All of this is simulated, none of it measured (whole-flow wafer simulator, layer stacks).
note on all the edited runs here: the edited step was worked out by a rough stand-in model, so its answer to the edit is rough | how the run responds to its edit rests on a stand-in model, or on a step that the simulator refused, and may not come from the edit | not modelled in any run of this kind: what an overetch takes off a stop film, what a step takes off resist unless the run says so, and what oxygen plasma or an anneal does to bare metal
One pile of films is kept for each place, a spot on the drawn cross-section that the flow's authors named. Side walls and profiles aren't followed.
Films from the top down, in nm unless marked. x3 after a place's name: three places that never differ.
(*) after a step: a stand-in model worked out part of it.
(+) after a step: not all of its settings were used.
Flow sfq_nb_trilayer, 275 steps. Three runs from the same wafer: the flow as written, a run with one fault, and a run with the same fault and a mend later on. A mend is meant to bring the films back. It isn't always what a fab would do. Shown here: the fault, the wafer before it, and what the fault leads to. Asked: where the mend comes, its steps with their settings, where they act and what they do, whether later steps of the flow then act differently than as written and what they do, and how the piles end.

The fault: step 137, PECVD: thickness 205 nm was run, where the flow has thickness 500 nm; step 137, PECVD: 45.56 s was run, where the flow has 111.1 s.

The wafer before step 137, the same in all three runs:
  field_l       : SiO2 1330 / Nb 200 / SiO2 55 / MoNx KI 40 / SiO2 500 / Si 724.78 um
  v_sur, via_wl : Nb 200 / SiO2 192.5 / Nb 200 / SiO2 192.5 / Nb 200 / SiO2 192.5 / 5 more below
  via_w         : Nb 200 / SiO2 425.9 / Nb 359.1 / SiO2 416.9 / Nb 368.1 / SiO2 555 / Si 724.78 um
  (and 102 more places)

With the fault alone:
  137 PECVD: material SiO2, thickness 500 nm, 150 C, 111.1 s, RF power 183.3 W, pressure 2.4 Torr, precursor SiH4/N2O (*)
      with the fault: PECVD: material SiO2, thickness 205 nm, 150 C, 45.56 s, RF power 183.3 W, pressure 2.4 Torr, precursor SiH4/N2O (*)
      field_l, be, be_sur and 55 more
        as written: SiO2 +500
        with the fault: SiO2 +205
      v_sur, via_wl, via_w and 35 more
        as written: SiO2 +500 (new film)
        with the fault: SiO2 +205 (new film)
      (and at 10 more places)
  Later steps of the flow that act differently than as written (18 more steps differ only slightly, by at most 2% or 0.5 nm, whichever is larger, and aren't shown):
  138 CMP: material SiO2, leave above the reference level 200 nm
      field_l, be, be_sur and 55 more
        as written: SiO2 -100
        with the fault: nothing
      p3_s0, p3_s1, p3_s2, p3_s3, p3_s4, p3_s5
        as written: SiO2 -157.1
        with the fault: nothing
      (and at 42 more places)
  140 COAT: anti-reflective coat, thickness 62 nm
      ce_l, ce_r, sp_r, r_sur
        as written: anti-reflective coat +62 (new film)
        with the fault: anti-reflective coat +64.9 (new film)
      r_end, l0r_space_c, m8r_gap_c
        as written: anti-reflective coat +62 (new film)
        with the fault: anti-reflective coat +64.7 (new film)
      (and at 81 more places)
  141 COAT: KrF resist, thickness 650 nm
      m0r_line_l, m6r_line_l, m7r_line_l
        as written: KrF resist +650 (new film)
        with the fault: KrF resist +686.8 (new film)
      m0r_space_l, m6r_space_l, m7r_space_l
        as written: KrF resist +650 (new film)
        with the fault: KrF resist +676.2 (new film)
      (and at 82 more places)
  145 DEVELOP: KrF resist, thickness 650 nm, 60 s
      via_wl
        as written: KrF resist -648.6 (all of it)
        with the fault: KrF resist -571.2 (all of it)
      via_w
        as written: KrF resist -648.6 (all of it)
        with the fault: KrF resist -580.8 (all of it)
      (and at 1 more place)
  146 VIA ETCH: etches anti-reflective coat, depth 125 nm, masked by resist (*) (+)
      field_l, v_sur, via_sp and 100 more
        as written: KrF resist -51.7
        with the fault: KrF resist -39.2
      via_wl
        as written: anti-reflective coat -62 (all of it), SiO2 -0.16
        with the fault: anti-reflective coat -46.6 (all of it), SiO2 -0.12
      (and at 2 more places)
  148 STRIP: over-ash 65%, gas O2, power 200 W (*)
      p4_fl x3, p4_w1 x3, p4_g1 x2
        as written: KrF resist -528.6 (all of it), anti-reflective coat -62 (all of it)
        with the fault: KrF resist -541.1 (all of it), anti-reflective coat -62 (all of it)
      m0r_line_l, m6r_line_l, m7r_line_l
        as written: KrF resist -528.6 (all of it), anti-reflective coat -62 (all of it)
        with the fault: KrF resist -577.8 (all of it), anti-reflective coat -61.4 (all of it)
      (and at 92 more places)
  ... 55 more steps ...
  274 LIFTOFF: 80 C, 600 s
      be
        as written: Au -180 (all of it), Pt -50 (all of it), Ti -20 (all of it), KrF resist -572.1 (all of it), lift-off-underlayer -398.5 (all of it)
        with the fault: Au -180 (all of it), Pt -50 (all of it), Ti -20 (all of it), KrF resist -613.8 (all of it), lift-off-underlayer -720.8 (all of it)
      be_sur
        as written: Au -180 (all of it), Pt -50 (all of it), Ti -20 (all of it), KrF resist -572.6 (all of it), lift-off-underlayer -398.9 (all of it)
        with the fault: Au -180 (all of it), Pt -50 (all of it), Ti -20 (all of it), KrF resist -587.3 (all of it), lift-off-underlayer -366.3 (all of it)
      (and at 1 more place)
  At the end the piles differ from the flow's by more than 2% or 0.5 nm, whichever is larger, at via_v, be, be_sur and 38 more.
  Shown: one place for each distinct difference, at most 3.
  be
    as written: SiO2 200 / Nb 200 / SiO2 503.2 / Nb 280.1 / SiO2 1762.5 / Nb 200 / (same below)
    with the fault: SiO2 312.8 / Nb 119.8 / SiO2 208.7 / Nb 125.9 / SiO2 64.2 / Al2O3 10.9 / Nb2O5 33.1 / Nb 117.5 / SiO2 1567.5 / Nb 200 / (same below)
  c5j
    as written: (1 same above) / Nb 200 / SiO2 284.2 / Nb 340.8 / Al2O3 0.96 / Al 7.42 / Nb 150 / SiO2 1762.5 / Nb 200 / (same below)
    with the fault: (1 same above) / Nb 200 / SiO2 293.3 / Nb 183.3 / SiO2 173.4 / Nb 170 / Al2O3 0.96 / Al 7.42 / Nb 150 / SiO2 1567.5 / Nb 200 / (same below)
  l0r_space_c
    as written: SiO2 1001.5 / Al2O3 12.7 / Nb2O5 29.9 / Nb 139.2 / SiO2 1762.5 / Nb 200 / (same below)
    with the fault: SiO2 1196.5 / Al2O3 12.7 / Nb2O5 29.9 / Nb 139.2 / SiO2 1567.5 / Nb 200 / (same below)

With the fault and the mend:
  The mend comes after step 137.
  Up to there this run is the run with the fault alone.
  137a PECVD: material SiO2, thickness 295 nm, 150 C, 65.56 s, RF power 183.3 W, pressure 2.4 Torr, precursor SiH4/N2O (*) (the flow's step 137 once more, with other settings)
      field_l, v_sur, via_wl and 99 more
        SiO2 +295
      lsp_r, l0_sur, l0v
        SiO2 +290.4
      via_v
        SiO2 +412.7
  Later steps of the flow that act differently than as written:
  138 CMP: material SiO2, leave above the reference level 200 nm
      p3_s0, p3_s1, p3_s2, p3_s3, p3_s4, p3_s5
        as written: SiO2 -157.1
        with the mend: SiO2 -100
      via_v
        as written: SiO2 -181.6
        with the mend: SiO2 -157.1
  At the end the piles are the same as the flow's at every place that both follow.
